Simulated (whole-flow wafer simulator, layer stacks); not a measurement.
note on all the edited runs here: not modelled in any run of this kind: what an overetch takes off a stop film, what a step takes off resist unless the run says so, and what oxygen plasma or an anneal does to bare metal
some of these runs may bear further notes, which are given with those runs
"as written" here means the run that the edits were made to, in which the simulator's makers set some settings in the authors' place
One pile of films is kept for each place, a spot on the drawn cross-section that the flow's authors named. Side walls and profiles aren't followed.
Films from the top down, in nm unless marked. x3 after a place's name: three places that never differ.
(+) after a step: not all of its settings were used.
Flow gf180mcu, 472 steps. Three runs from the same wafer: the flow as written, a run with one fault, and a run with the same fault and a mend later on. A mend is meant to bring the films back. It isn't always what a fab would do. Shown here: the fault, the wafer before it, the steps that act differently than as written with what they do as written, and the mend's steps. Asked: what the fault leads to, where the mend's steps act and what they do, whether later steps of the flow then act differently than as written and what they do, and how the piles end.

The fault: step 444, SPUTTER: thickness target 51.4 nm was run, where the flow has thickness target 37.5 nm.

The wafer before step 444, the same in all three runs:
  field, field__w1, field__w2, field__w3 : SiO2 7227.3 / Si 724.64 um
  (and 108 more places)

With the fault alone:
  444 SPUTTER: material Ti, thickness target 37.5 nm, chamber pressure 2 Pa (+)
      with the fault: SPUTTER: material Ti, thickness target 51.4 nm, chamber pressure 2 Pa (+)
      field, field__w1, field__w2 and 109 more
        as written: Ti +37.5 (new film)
        with the fault: Ti +51.4 (new film)
  Later steps of the flow that act differently than as written (4 more steps differ only slightly, by at most 2% or 0.5 nm, whichever is larger, and aren't shown):
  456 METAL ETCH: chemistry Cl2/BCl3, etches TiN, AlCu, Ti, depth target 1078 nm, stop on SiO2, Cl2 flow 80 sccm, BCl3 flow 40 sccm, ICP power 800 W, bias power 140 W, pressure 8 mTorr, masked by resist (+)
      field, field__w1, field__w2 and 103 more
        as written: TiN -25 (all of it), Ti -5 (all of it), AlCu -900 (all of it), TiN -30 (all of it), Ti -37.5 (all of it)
        with the fault: TiN -25 (all of it), Ti -5 (all of it), AlCu -900 (all of it), TiN -30 (all of it), Ti -51.4 (all of it)
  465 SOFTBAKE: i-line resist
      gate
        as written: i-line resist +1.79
        with the fault: i-line resist -0.23
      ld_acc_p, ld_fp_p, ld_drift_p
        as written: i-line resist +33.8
        with the fault: i-line resist +27.5
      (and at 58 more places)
  At the end the piles differ from the flow's by more than 2% or 0.5 nm, whichever is larger, at field__w8, contact, m1, m1__w1, pad, m1_nw.
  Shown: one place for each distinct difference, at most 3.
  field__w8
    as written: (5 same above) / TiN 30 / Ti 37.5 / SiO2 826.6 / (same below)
    with the fault: (5 same above) / TiN 30 / Ti 51.4 / SiO2 826.6 / (same below)
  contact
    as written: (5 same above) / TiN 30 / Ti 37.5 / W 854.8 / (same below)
    with the fault: (5 same above) / TiN 30 / Ti 51.4 / W 854.8 / (same below)
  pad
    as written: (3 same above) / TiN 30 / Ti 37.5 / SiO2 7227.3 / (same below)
    with the fault: (3 same above) / TiN 30 / Ti 51.4 / SiO2 7227.3 / (same below)

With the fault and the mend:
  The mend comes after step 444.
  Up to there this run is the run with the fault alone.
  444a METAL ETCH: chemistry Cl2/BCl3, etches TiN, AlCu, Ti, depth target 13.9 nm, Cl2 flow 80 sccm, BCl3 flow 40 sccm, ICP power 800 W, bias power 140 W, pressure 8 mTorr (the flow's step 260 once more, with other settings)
      field, field__w1, field__w2 and 109 more
        Ti -13.9
  No later step of the flow acts differently than as written at any place that is followed.
  At the end the piles are the same as the flow's at every place that both follow.
